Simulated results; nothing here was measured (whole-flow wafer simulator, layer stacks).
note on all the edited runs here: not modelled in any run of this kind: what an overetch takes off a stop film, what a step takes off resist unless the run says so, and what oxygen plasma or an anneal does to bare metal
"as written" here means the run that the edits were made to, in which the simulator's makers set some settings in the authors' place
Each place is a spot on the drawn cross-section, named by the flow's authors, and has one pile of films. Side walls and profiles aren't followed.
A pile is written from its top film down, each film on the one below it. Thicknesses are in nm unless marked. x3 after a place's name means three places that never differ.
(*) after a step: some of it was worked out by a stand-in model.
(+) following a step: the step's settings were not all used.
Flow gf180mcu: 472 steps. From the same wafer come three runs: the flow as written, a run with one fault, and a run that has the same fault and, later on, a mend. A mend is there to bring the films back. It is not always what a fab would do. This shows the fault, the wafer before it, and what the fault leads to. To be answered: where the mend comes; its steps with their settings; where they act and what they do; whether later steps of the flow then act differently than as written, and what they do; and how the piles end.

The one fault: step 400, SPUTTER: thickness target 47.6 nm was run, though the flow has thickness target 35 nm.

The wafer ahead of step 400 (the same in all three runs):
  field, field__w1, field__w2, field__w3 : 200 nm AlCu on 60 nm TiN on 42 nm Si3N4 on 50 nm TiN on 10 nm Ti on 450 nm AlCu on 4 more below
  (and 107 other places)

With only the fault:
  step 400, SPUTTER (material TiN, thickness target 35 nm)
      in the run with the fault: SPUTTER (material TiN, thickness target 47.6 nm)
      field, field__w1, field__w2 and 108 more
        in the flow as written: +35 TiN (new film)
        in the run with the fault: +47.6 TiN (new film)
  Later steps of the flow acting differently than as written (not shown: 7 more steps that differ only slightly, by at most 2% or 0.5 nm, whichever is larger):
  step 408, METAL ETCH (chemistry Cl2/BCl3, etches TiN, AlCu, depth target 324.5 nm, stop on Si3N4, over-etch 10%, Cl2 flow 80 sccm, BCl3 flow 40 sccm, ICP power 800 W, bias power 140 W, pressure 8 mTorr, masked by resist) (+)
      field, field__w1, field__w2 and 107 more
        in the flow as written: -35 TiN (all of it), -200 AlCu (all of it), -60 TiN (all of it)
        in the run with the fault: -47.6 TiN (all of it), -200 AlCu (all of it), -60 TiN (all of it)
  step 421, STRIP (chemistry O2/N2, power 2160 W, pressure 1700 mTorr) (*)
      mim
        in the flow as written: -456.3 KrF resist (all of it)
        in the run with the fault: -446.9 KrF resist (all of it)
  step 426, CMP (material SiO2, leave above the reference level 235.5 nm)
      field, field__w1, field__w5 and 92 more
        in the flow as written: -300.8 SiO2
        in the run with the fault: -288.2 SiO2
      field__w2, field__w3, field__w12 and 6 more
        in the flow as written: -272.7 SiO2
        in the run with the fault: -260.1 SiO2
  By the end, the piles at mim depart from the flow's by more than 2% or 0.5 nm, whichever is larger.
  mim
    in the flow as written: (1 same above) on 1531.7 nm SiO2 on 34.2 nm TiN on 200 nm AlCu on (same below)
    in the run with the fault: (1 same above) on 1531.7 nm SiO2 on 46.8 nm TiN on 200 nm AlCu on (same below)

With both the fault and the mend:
  The mend stands after step 407.
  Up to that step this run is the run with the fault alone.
  step 407a, STRIP (chemistry O2/N2, power 2160 W, pressure 1700 mTorr) (*)
      mim
        -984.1 resist (all of it)
  step 407b, METAL ETCH (chemistry Cl2/BCl3, etches TiN, AlCu, Ti, depth target 12.6 nm, Cl2 flow 80 sccm, BCl3 flow 40 sccm, ICP power 800 W, bias power 140 W, pressure 8 mTorr) (a further turn of the flow's step 260, with different settings)
      field, field__w1, field__w2 and 108 more
        -12.6 TiN
  step 407c, HMDS (120 C, 60 s) (a further turn of the flow's step 402)
      leaves every film unchanged at each place that is followed
  step 407d, COAT (resist, thickness 1000 nm) (a further turn of the flow's step 403)
      field, field__w1, field__w2 and 108 more
        +1000 resist (new film)
  step 407e, SOFTBAKE (resist) (a further turn of the flow's step 404)
      leaves every film unchanged at each place that is followed
  step 407f, EXPOSE (photomask FuseTop) (a further turn of the flow's step 405)
      leaves every film unchanged at each place that is followed
  step 407g, PEB (resist, 70.3 s) (a further turn of the flow's step 406)
      field, field__w1, field__w2 and 108 more
        -15.9 resist
  step 407h, DEVELOP (thickness 1000 nm, 60 s) (a further turn of the flow's step 407)
      field, field__w1, field__w2 and 107 more
        -984.1 resist (all of it)
  None of the later steps of the flow acts differently than as written at any place that is followed.
  The piles end the same as the flow's at every place that both follow.
